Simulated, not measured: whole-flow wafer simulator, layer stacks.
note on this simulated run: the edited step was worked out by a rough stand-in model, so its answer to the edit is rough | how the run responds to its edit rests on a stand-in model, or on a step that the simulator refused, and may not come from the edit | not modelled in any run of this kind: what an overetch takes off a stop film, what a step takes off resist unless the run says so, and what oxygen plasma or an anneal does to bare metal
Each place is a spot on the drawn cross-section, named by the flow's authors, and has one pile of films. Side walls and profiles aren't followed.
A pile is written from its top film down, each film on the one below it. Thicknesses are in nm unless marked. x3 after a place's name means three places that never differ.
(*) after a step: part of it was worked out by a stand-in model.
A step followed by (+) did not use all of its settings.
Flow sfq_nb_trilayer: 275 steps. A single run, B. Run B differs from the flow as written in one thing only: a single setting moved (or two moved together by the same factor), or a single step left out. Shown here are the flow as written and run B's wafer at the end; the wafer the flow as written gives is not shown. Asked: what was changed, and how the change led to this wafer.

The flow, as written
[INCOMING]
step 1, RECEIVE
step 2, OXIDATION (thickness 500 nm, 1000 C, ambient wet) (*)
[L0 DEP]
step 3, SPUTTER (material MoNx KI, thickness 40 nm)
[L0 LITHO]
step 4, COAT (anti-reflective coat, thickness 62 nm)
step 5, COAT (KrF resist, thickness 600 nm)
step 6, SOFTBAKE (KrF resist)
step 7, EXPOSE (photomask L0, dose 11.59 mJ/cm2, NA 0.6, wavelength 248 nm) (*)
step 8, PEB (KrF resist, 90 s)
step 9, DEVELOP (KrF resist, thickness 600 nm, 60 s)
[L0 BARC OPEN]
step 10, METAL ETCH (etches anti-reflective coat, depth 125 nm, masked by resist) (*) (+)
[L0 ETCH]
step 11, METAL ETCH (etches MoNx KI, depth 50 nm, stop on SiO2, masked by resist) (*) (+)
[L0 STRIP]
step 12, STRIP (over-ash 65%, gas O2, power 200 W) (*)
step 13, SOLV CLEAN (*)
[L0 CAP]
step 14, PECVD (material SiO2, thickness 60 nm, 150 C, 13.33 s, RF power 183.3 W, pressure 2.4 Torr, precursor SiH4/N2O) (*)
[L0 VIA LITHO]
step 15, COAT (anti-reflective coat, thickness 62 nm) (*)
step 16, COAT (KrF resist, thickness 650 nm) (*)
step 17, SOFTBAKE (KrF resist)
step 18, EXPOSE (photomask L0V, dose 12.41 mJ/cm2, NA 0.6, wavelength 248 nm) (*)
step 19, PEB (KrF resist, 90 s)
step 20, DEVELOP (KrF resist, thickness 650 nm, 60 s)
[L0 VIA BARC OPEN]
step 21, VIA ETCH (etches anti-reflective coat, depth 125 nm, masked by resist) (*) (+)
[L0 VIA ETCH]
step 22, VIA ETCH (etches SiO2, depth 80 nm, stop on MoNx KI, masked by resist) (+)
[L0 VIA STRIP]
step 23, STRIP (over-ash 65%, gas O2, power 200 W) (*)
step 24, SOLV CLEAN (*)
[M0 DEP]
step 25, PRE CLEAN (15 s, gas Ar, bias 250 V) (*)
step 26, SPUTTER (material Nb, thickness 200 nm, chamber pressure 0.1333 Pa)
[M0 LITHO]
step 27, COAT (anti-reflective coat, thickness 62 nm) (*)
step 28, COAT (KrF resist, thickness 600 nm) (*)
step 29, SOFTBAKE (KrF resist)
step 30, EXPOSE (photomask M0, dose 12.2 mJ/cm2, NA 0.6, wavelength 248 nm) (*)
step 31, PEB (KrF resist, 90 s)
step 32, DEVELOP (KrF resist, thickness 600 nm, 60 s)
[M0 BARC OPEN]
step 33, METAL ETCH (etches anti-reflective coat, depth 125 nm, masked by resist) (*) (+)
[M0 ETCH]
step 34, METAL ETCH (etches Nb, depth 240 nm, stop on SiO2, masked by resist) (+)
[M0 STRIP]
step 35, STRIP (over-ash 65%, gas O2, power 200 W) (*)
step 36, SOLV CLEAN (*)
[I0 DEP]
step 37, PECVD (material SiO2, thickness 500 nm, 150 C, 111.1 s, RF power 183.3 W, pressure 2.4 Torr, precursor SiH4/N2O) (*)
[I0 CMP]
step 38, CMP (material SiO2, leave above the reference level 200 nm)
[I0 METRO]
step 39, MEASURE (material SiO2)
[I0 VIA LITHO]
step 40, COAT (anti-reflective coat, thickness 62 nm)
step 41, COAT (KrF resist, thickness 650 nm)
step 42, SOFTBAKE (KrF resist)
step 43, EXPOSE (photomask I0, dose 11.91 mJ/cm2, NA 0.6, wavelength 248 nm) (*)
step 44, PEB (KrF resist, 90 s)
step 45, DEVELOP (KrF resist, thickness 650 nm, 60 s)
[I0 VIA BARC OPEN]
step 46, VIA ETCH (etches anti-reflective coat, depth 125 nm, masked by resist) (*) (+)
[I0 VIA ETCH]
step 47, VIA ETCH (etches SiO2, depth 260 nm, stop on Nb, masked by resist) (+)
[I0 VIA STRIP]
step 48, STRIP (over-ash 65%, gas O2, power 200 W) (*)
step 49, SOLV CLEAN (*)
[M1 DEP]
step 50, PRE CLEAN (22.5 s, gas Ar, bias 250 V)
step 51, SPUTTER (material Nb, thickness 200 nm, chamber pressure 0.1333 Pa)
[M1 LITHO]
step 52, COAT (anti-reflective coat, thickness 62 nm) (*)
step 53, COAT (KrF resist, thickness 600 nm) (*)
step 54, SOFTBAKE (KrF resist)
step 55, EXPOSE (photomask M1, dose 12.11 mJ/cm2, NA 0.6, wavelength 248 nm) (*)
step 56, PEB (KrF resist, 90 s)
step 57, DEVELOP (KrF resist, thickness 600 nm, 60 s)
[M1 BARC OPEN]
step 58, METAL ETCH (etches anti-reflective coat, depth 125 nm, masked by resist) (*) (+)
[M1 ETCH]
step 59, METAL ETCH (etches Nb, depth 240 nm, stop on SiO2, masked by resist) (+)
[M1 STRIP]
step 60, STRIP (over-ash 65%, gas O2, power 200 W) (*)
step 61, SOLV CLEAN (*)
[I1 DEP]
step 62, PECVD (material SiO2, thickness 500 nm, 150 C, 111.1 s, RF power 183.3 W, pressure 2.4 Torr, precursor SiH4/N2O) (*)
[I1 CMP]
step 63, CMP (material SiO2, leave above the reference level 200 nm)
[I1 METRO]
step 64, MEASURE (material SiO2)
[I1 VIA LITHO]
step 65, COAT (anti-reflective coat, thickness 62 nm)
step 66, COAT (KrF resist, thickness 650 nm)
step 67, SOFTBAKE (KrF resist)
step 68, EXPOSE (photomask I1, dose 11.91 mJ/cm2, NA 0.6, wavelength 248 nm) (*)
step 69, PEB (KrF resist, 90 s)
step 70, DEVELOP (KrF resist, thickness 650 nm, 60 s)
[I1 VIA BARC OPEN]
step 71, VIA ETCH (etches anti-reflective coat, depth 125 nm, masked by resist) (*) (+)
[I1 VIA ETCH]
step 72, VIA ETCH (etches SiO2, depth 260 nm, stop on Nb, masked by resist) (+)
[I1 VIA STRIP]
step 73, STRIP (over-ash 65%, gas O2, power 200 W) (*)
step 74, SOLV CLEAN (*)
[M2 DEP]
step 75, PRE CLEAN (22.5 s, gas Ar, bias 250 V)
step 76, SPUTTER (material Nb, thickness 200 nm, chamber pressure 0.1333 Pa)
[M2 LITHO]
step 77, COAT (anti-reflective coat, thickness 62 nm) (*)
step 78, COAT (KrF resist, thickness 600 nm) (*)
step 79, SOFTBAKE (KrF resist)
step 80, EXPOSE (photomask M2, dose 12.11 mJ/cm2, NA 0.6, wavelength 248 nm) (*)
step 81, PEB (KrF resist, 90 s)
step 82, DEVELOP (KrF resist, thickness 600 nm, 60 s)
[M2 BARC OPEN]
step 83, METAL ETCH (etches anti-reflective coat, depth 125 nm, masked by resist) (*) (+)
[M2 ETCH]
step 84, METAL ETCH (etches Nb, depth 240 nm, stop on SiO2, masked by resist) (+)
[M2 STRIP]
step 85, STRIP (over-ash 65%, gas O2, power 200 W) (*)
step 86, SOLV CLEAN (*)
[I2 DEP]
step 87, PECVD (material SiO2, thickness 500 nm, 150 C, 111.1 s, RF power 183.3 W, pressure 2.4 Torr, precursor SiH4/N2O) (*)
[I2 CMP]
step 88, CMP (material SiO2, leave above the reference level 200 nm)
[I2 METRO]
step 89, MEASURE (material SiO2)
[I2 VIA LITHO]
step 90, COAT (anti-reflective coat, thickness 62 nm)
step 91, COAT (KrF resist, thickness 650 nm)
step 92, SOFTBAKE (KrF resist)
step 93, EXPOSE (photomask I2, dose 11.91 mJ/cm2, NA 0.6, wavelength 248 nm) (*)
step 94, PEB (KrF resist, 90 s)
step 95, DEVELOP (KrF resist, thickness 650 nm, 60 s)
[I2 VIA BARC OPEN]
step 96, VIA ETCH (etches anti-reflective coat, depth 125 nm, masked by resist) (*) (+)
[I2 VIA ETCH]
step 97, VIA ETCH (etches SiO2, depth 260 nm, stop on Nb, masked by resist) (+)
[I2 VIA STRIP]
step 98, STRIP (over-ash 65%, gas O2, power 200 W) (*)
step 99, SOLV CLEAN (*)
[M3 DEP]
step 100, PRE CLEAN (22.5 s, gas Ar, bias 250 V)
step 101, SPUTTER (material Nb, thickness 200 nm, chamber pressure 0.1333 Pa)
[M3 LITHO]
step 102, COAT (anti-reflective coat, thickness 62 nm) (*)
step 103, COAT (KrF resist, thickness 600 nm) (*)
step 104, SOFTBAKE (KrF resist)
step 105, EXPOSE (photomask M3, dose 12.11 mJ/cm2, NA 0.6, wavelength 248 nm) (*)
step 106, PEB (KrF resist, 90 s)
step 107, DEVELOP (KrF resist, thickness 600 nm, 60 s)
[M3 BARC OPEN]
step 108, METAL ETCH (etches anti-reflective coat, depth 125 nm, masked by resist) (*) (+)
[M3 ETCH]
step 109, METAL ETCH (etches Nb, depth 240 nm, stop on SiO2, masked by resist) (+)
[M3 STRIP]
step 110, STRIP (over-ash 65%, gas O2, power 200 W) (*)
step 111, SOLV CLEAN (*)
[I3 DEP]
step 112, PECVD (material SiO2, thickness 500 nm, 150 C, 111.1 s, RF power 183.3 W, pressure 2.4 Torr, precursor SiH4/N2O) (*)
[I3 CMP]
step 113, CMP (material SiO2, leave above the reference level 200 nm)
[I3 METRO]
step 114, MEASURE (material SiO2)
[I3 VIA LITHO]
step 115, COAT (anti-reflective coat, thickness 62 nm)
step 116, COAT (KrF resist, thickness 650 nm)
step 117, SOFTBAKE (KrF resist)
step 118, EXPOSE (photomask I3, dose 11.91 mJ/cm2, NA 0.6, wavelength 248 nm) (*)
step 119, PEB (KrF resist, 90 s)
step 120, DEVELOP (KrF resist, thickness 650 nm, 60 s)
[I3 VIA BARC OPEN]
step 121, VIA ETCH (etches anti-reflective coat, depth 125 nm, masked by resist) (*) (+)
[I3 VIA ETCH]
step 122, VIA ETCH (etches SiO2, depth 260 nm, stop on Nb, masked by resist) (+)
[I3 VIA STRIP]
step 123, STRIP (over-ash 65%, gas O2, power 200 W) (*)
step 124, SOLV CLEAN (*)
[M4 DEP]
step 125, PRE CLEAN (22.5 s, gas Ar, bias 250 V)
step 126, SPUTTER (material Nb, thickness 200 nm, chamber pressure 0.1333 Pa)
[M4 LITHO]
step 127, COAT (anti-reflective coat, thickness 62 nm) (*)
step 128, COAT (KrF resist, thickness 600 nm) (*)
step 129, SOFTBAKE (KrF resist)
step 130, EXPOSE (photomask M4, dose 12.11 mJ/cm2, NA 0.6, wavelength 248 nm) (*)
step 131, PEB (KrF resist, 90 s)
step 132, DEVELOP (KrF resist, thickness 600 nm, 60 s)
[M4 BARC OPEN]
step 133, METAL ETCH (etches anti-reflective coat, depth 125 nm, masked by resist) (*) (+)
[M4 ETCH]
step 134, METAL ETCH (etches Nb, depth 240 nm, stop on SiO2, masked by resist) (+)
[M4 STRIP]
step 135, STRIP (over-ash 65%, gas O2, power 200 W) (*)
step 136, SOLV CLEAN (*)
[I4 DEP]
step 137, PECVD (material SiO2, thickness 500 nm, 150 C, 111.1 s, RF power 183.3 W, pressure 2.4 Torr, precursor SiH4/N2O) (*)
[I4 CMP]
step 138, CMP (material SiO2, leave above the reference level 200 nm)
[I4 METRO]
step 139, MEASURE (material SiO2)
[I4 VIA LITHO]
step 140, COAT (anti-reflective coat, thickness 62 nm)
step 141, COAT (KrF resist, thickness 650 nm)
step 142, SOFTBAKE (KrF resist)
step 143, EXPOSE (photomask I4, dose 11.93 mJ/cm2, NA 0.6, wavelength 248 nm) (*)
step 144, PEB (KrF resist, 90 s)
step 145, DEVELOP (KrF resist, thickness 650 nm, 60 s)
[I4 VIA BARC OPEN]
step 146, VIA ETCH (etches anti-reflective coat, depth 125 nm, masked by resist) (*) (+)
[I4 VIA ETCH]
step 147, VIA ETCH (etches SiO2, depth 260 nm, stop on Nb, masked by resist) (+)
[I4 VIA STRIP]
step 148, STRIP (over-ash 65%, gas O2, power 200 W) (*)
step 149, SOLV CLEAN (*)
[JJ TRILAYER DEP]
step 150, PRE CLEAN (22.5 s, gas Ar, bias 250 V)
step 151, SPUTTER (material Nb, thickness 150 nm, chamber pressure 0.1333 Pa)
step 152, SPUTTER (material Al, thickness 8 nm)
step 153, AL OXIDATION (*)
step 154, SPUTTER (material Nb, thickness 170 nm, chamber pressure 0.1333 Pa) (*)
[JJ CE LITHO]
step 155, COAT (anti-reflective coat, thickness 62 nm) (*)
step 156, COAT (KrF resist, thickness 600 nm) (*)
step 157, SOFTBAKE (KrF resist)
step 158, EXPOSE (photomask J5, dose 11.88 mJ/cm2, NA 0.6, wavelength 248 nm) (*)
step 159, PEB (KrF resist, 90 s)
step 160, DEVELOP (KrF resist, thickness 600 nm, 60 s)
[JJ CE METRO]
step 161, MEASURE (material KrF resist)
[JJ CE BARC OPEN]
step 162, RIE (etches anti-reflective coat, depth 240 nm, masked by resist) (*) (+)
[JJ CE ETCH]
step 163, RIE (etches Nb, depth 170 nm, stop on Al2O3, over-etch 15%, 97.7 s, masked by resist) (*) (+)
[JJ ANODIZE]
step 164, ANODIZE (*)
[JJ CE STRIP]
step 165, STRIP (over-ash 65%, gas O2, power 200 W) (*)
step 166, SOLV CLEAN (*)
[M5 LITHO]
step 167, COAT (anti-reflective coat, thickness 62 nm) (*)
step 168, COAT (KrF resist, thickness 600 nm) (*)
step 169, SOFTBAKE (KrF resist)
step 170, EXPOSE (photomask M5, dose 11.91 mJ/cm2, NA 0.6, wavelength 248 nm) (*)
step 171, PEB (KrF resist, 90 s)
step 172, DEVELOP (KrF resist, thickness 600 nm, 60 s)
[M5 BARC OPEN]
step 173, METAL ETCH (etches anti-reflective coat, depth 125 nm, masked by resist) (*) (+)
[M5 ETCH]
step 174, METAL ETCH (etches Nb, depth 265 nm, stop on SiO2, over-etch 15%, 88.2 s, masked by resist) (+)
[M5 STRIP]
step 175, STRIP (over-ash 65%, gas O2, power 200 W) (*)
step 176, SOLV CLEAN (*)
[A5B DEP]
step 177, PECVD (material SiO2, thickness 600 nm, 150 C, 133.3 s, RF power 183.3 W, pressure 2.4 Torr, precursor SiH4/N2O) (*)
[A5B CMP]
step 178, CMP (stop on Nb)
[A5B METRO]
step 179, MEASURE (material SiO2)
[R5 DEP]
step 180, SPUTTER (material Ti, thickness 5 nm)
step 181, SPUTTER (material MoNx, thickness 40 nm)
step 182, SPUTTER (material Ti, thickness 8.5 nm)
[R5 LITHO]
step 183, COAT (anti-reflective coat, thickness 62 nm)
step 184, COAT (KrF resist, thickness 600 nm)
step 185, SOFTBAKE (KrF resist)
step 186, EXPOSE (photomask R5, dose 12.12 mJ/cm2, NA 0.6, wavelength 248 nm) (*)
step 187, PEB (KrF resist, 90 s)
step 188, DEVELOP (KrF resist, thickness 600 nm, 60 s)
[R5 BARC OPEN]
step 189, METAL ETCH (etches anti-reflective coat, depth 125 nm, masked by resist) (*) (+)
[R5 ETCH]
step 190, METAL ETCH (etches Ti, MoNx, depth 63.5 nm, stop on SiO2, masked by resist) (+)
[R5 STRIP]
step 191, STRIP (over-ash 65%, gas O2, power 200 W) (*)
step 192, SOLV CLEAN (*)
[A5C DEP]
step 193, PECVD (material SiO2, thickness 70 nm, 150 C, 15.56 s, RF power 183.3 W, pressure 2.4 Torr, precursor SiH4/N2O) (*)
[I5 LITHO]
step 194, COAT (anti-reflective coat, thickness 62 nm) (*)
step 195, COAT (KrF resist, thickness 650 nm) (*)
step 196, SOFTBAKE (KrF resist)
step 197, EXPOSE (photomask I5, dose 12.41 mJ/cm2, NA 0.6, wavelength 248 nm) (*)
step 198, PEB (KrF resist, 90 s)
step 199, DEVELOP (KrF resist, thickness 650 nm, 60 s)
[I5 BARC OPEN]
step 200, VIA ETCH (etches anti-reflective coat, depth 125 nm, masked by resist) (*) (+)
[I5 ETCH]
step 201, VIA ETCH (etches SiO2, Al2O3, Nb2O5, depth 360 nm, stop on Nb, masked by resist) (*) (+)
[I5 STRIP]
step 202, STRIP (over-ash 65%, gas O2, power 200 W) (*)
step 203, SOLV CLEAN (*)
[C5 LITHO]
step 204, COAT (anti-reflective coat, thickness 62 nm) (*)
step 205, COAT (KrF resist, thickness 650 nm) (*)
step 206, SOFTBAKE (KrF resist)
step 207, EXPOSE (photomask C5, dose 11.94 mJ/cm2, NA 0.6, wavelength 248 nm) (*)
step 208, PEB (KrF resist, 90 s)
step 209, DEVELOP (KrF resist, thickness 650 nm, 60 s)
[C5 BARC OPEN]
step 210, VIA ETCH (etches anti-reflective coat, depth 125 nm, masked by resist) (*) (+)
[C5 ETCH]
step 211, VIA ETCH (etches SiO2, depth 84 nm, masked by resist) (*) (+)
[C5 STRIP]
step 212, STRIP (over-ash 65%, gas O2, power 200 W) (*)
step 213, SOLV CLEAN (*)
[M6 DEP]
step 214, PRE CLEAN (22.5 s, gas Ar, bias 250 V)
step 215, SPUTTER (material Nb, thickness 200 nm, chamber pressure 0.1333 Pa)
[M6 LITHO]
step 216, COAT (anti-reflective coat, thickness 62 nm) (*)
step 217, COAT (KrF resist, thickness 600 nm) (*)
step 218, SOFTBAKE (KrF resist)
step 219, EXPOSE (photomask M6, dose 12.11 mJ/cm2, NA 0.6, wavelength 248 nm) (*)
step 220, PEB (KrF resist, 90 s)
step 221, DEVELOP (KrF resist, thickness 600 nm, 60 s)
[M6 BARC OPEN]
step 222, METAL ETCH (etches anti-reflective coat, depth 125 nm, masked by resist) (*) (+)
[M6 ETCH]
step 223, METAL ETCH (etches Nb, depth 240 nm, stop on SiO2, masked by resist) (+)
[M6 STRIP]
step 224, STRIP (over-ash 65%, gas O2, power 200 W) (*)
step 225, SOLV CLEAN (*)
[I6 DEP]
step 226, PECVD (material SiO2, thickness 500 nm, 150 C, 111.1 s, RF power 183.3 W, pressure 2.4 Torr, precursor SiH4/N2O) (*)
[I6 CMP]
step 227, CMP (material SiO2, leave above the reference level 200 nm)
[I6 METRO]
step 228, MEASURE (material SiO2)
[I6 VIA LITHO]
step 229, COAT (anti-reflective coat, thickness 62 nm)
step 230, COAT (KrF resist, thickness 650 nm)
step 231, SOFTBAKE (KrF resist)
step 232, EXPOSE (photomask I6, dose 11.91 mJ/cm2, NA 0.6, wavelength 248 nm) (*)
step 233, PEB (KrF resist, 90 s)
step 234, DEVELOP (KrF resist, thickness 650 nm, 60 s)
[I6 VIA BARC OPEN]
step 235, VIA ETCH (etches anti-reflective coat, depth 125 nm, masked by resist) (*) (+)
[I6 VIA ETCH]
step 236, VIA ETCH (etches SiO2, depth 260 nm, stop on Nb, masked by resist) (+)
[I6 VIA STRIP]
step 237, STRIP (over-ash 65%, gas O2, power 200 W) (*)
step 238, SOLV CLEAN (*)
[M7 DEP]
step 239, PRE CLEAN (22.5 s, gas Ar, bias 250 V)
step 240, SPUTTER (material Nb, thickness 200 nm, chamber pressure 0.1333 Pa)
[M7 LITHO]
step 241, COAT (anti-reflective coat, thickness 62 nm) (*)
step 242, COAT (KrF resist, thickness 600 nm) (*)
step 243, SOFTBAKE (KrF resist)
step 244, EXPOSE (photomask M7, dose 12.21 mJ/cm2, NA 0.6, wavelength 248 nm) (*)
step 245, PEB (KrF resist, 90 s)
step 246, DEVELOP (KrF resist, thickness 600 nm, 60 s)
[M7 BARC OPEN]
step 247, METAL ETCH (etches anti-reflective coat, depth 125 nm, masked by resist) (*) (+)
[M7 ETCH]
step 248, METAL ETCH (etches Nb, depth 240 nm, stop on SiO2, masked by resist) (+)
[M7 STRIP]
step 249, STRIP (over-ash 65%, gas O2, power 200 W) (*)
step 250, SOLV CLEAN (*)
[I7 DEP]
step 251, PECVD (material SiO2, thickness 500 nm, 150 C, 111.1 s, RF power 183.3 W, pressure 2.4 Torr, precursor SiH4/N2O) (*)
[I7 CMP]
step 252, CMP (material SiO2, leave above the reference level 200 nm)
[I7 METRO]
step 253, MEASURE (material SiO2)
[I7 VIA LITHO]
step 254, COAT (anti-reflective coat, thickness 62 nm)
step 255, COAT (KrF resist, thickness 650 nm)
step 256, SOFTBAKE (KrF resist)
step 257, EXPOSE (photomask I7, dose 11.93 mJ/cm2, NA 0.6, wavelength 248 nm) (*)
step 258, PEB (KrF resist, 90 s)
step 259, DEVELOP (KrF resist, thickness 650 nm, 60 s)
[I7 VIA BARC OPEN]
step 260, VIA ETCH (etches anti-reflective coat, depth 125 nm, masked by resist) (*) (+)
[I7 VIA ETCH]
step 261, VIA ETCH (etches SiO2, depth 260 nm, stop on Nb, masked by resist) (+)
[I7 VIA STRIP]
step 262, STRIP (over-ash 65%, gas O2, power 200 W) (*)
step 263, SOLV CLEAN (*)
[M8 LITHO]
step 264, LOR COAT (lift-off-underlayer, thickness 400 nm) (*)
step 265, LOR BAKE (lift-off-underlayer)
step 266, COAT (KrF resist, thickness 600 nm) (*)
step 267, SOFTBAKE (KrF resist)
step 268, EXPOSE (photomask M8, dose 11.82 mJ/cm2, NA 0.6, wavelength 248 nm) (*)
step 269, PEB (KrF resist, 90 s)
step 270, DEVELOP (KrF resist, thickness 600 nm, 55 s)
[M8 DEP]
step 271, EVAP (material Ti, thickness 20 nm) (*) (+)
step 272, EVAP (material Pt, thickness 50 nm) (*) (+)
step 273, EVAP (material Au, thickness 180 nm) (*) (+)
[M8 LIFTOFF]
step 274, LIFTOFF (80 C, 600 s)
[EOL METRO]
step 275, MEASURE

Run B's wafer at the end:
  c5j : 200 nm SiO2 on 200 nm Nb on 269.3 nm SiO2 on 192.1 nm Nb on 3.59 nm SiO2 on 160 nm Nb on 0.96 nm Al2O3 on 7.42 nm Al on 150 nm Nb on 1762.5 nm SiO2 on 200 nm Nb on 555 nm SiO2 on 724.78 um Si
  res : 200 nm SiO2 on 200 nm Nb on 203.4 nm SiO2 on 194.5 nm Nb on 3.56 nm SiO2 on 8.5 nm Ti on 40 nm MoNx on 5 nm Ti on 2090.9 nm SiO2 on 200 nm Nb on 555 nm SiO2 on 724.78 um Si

The reason: step 211, VIA ETCH: depth 58.8 nm was run, whereas the flow has depth 84 nm.

How this came from the change, step by step:
  step 211, VIA ETCH (etches SiO2, depth 84 nm, masked by resist) (*) (+)
      c5j: SiO2 loses 58.8 (as written it would have been: SiO2 loses 69.9 (all of it), Nb loses 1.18)
      res: SiO2 loses 58.8 (as written it would have been: SiO2 loses 69.9 (all of it))
      (and at 104 other places as well)
  step 214, PRE CLEAN (22.5 s, gas Ar, bias 250 V)
      c5j: SiO2 loses 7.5 (as written it would have been: Nb loses 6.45)
      res: SiO2 loses 7.5 (as written it would have been: Ti loses 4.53)
  step 215, SPUTTER (material Nb, thickness 200 nm, chamber pressure 0.1333 Pa)
      c5j: Nb gains 192.1 (new film) (as written it would have been: Nb gains 188.4)
  step 216, COAT (anti-reflective coat, thickness 62 nm) (*)
      ce_l: anti-reflective coat gains 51 (new film) (as written it would have been: anti-reflective coat gains 48 (new film))
      c5j: anti-reflective coat gains 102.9 (new film) (as written it would have been: anti-reflective coat gains 110.7 (new film))
      (and at 2 other places as well)
  step 224, STRIP (over-ash 65%, gas O2, power 200 W) (*)
      ce_l: KrF resist loses 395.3 (all of it), anti-reflective coat loses 51 (all of it) (as written it would have been: KrF resist loses 397.1 (all of it), anti-reflective coat loses 48 (all of it))
      c5j: KrF resist loses 412.6 (all of it), anti-reflective coat loses 102.9 (all of it) (as written it would have been: KrF resist loses 418.3 (all of it), anti-reflective coat loses 110.7 (all of it))
      (and at 2 other places as well)
  step 226, PECVD (material SiO2, thickness 500 nm, 150 C, 111.1 s, RF power 183.3 W, pressure 2.4 Torr, precursor SiH4/N2O) (*)
      c5j: SiO2 gains 500 (new film) (as written it would have been: SiO2 gains 514.7 (new film))
  step 227, CMP (material SiO2, leave above the reference level 200 nm)
      res: SiO2 loses 289.1 (as written it would have been: SiO2 loses 279.4)
Taking metal films that touch as one body, c5j has 5 bodies (between them, from the top down: SiO2 269.3; SiO2 3.59; Al2O3 0.96; SiO2 1762.5); the flow as written gives 4 bodies (between them, from the top down: SiO2 284.2; Al2O3 0.96; SiO2 1762.5).
Taking metal films that touch as one body, res has 4 bodies (between them, from the top down: SiO2 203.4; SiO2 3.56; SiO2 2090.9); the flow as written gives 3 bodies (between them, from the top down: SiO2 213.1; SiO2 2090.9).
